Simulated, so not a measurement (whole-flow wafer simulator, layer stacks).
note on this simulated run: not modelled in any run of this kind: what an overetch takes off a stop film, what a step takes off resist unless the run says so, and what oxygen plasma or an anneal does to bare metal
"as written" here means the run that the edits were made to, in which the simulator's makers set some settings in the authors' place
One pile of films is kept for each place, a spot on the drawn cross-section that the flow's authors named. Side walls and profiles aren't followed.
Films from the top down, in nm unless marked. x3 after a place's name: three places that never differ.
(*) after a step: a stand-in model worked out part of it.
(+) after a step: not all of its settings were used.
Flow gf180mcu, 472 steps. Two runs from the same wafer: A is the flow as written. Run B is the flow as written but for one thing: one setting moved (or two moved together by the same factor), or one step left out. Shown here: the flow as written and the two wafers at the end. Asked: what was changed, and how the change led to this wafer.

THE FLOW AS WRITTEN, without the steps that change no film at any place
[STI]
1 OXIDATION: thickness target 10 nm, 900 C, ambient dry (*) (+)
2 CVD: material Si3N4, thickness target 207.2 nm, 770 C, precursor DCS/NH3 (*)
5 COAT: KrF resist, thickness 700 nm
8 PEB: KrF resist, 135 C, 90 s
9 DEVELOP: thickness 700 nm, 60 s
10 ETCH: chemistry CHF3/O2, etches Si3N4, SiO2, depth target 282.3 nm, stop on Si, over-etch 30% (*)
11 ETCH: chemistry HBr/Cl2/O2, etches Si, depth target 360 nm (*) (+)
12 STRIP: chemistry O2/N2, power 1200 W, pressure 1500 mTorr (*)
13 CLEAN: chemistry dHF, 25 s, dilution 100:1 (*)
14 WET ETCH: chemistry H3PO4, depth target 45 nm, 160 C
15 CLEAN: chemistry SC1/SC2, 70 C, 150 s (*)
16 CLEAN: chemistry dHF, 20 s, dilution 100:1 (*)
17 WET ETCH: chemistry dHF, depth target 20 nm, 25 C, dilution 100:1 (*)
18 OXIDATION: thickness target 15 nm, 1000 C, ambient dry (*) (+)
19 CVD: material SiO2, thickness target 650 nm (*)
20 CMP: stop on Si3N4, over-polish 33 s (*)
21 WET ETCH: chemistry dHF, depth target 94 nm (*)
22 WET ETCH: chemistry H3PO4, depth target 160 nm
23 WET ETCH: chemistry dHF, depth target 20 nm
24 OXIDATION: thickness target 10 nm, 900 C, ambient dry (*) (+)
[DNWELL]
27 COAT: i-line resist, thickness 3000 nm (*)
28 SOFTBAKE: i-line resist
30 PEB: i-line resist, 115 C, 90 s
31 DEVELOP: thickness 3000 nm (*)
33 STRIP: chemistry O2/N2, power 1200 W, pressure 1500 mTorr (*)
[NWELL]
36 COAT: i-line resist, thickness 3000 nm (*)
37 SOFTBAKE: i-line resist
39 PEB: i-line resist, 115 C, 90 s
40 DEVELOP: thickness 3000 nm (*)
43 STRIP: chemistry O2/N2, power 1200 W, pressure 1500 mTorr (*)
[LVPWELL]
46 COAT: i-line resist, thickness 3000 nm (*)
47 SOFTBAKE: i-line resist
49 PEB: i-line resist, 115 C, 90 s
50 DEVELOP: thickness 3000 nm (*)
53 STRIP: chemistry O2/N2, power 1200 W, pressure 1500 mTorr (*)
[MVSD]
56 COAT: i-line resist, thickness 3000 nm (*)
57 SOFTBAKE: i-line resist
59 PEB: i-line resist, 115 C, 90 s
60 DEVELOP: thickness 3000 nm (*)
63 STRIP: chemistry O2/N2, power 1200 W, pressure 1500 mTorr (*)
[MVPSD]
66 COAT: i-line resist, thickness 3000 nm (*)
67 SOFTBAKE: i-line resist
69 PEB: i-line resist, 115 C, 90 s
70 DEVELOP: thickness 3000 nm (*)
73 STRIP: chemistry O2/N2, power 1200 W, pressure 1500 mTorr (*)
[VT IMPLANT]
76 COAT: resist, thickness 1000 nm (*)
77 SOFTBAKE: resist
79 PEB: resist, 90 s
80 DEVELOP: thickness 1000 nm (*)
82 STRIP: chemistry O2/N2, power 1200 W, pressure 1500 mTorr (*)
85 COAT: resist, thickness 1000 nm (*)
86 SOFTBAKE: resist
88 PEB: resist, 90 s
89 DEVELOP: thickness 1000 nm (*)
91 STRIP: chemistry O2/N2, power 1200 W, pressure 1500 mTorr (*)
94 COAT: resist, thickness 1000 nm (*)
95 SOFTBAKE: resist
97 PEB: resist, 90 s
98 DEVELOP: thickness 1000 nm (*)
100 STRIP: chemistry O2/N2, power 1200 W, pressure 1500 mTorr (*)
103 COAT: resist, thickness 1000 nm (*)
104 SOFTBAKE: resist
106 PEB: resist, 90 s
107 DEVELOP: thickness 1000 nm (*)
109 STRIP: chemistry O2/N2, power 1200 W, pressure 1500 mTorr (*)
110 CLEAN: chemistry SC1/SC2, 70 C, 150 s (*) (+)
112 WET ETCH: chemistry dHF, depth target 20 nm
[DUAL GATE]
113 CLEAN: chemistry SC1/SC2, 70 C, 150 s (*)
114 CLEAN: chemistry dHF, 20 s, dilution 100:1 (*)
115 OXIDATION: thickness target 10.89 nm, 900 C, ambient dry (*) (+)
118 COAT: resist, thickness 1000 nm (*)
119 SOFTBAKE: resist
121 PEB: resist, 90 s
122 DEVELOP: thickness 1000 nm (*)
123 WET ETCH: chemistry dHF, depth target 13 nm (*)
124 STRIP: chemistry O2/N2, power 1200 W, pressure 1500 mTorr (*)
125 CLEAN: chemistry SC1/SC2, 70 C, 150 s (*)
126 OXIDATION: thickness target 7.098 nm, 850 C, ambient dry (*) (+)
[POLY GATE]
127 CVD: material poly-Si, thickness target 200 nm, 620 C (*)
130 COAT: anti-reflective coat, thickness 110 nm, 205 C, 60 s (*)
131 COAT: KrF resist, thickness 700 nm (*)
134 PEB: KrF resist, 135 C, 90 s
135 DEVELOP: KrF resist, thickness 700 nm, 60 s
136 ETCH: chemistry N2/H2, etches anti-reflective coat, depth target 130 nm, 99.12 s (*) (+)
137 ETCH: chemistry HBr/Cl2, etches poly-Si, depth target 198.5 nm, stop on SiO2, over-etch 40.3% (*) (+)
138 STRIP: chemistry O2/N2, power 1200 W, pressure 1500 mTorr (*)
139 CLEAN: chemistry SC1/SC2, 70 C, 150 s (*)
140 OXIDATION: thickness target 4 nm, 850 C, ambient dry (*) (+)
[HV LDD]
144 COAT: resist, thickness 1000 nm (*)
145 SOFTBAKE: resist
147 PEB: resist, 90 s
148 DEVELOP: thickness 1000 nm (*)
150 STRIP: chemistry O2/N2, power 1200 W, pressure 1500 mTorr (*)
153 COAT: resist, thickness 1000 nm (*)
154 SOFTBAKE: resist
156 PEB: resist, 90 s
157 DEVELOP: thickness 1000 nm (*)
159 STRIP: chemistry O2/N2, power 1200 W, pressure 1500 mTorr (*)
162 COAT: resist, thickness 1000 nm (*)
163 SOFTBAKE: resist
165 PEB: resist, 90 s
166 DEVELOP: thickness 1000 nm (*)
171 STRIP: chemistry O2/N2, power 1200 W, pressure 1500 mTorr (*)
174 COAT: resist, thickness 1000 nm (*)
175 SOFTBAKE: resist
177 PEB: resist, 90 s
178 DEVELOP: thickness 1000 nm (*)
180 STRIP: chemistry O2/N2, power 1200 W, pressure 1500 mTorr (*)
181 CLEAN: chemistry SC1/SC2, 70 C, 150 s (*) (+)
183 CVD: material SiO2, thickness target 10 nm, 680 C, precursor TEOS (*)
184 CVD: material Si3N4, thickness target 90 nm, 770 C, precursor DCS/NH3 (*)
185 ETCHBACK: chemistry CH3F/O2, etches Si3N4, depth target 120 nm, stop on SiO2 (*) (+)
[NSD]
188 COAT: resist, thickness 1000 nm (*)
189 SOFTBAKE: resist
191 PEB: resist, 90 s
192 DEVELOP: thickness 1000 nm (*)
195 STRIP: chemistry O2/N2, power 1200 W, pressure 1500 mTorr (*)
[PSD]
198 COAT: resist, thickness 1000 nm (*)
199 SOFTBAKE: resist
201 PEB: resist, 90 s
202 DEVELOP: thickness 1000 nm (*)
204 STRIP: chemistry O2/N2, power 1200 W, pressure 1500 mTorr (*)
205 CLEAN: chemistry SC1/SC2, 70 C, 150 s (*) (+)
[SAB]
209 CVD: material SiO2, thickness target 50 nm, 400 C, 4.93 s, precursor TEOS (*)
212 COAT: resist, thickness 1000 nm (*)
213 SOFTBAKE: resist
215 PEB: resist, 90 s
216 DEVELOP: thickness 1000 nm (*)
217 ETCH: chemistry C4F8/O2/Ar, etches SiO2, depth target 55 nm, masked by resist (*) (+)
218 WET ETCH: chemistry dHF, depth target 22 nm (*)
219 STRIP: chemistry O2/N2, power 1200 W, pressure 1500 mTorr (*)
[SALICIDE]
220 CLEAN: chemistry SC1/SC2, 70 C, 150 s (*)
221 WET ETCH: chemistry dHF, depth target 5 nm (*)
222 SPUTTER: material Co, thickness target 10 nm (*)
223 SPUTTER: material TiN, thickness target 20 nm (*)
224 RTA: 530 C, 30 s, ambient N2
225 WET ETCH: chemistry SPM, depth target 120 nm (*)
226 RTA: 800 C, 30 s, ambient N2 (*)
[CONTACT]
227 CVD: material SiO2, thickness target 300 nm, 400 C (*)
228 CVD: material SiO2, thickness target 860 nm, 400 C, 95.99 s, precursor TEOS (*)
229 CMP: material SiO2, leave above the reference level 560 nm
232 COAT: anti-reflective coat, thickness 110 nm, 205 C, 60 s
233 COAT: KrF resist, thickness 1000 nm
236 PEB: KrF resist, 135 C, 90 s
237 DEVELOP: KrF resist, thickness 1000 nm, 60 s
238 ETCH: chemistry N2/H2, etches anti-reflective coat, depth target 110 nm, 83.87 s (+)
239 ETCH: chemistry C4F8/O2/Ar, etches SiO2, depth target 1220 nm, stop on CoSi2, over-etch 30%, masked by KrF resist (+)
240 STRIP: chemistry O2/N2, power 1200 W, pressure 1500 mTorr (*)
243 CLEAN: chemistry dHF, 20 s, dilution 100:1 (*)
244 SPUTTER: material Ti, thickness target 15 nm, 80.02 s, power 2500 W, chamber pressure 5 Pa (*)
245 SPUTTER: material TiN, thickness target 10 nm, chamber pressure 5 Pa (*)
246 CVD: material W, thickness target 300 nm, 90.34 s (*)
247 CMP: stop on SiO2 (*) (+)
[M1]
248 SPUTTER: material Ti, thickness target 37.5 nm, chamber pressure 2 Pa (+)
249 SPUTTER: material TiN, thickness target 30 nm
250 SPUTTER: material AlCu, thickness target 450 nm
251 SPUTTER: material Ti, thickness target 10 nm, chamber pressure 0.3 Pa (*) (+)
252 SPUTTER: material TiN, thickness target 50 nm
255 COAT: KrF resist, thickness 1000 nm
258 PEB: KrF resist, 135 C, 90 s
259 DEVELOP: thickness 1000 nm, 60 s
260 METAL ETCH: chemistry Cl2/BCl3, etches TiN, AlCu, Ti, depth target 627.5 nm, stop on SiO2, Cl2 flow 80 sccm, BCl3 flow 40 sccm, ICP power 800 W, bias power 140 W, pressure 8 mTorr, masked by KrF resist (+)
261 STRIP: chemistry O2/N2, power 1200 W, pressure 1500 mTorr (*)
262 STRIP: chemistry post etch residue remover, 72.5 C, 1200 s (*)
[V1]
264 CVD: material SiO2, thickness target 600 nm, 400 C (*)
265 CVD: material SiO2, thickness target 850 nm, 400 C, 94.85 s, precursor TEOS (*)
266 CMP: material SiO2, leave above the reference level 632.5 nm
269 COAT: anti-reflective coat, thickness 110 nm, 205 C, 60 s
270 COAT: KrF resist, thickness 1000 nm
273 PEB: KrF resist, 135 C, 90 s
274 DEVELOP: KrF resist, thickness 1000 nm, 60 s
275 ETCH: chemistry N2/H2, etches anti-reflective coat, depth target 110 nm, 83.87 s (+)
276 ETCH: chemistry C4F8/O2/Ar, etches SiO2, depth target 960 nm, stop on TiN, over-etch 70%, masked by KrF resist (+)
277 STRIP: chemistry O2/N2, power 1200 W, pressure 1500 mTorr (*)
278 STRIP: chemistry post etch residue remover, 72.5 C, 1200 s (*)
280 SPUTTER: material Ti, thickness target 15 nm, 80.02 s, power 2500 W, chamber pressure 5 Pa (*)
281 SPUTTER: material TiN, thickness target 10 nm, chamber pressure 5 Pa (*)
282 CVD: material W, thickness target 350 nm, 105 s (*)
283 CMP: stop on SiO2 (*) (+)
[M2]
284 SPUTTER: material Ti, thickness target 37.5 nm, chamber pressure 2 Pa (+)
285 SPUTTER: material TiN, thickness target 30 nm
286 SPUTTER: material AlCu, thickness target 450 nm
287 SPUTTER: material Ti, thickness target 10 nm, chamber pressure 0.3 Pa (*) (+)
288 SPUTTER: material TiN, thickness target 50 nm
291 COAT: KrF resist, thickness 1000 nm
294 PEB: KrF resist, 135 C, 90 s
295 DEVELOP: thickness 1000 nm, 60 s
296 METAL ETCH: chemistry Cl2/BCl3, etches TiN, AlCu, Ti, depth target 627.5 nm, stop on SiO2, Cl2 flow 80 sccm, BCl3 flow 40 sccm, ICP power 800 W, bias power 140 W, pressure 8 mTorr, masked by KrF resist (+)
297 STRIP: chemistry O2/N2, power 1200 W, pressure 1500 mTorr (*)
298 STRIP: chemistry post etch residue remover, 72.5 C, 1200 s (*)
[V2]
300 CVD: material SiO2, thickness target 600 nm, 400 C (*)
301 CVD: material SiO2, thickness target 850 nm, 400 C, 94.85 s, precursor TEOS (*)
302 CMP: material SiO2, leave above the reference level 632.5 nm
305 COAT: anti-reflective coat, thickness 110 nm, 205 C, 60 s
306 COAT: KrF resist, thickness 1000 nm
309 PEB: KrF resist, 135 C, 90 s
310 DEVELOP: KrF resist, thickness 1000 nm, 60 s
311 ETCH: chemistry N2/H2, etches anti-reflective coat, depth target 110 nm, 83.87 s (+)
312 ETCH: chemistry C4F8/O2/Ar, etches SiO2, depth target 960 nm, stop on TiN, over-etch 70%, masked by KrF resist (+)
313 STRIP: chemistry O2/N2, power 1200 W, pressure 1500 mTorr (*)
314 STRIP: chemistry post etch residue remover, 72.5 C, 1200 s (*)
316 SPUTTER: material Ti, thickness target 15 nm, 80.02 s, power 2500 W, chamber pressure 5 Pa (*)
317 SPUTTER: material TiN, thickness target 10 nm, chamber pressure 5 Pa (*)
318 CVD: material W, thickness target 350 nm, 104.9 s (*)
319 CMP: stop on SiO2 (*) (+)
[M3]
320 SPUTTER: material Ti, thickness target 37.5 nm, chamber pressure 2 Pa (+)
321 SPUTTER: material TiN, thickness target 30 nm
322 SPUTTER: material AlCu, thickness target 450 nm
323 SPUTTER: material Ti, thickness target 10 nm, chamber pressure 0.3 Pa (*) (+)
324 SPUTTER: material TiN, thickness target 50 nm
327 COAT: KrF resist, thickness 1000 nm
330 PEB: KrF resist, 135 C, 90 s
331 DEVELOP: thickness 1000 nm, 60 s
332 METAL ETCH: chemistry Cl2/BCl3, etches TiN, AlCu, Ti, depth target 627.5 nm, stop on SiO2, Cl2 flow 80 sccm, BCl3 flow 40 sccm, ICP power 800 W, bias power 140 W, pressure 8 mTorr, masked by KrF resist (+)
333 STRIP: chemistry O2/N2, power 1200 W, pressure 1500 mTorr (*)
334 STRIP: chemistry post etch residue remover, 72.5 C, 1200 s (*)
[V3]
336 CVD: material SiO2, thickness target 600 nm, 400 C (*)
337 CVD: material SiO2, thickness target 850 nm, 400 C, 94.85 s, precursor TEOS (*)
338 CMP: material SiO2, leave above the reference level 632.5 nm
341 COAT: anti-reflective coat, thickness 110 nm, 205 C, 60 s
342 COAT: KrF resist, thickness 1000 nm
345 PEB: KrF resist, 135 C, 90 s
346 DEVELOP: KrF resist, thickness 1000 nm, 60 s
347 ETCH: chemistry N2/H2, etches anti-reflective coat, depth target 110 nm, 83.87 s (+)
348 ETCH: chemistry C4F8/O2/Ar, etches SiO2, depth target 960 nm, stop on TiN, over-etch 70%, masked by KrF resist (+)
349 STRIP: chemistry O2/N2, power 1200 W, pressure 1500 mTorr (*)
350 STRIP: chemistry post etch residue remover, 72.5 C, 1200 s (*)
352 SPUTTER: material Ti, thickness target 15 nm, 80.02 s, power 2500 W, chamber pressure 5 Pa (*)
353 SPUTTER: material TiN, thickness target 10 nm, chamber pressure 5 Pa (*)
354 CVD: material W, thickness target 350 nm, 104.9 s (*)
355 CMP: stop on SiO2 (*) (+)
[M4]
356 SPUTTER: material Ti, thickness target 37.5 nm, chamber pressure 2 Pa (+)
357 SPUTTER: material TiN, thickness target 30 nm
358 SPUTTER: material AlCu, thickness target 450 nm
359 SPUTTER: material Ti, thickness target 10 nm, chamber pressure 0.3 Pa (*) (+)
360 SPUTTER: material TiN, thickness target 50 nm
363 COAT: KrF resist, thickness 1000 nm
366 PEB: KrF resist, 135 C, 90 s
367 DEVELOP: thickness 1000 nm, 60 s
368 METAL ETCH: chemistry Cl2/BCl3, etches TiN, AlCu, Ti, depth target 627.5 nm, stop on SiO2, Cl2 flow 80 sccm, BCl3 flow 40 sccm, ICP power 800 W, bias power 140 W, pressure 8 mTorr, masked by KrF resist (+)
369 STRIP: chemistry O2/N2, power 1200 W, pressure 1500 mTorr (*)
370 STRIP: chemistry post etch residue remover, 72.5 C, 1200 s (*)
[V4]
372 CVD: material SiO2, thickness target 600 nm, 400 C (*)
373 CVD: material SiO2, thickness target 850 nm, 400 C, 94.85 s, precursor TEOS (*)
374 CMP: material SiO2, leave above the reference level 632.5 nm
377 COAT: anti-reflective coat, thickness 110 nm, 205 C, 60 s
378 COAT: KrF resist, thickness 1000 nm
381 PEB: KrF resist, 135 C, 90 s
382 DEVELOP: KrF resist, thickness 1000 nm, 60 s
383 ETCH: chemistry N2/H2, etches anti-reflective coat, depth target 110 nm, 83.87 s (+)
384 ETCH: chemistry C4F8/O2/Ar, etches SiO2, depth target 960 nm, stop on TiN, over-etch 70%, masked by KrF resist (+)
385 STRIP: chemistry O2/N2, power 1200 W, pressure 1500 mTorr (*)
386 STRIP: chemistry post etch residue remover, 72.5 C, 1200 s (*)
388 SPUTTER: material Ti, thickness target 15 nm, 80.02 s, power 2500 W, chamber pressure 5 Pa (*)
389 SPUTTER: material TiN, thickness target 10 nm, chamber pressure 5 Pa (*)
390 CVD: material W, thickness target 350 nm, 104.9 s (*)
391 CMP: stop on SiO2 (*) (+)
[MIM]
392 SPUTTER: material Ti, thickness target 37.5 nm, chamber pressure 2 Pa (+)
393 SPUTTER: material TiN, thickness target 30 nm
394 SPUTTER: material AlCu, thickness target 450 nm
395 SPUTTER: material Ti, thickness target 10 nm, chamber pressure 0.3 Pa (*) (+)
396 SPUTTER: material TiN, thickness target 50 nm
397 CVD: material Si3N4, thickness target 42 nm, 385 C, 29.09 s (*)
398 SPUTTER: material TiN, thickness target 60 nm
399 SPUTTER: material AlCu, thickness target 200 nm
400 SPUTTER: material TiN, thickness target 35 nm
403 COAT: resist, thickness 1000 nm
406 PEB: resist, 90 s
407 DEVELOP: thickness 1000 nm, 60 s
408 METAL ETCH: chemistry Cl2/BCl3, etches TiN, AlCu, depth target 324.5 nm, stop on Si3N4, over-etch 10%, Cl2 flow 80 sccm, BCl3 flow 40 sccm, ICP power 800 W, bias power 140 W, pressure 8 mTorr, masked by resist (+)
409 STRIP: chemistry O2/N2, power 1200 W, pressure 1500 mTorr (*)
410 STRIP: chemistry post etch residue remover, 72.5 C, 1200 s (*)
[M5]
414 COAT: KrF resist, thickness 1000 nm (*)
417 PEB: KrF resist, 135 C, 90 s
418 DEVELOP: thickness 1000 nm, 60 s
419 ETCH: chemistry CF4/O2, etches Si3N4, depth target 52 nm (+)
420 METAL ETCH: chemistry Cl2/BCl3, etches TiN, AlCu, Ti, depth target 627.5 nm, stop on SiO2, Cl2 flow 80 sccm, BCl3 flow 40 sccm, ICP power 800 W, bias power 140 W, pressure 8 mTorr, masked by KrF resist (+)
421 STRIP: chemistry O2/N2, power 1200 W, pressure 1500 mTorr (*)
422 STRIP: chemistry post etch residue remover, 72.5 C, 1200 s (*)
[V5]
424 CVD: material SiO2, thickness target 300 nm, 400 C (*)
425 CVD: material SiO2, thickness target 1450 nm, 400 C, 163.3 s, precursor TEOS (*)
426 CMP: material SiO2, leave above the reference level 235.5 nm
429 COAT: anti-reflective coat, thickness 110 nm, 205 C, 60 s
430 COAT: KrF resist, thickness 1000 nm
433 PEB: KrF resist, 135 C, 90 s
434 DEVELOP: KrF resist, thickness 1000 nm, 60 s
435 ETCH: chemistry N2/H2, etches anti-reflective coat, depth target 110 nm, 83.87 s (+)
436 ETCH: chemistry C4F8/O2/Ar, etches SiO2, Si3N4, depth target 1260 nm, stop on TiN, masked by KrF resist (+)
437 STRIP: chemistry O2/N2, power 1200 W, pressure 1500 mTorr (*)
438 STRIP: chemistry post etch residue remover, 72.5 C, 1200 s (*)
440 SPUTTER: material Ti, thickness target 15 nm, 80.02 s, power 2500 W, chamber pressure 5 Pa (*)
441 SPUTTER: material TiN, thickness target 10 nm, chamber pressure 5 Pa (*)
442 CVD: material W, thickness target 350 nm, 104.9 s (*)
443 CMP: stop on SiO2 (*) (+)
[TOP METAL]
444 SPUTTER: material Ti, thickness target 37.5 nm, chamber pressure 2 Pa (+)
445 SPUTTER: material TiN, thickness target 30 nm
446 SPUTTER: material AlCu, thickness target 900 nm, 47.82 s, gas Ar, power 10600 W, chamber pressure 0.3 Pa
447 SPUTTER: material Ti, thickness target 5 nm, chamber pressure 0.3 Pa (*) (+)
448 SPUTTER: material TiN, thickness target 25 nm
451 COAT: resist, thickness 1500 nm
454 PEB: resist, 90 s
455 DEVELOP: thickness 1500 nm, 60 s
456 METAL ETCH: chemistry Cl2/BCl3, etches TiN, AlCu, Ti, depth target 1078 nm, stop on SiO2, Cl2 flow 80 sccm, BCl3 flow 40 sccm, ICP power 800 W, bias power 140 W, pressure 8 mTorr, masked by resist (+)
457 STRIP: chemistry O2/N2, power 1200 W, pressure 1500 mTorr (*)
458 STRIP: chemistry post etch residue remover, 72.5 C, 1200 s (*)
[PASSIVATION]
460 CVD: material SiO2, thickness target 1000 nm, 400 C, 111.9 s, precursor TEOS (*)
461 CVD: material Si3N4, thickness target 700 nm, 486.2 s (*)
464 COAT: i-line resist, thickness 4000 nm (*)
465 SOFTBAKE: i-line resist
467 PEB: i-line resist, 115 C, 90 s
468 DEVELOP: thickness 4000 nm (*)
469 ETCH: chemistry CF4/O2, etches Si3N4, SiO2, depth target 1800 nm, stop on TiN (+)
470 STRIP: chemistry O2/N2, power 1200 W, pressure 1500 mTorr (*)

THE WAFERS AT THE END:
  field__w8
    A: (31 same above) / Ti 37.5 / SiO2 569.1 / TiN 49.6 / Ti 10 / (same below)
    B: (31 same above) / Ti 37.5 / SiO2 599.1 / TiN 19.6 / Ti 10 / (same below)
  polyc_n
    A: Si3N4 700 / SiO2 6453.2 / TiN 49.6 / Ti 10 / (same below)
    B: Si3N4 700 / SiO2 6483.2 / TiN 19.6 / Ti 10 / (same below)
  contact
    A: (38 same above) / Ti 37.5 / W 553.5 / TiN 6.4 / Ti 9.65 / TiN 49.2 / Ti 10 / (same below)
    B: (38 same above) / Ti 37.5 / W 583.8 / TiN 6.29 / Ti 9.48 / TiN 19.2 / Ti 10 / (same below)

The cause: step 252, SPUTTER: thickness target 20 nm was run, where the flow has thickness target 50 nm.

How the change led to this, step by step:
  252 SPUTTER: material TiN, thickness target 50 nm
      field, field__w1, field__w2 and 108 more: A TiN +50 (new film) | B TiN +20 (new film)
  260 METAL ETCH: chemistry Cl2/BCl3, etches TiN, AlCu, Ti, depth target 627.5 nm, stop on SiO2, Cl2 flow 80 sccm, BCl3 flow 40 sccm, ICP power 800 W, bias power 140 W, pressure 8 mTorr, masked by KrF resist (+)
      field, field__w1, field__w2 and 99 more: A TiN -50 (all of it), Ti -10 (all of it), AlCu -450 (all of it), TiN -30 (all of it), Ti -37.5 (all of it) | B TiN -20 (all of it), Ti -10 (all of it), AlCu -450 (all of it), TiN -30 (all of it), Ti -37.5 (all of it)
  266 CMP: material SiO2, leave above the reference level 632.5 nm
      field__w8, contact, m1 and 6 more: A SiO2 -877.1 | B SiO2 -847.1
  276 ETCH: chemistry C4F8/O2/Ar, etches SiO2, depth target 960 nm, stop on TiN, over-etch 70%, masked by KrF resist (+)
      contact: A SiO2 -572.1 (all of it) | B SiO2 -602.1 (all of it)
  282 CVD: material W, thickness target 350 nm, 105 s (*)
      contact: A W +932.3 (new film) | B W +962.6 (new film)
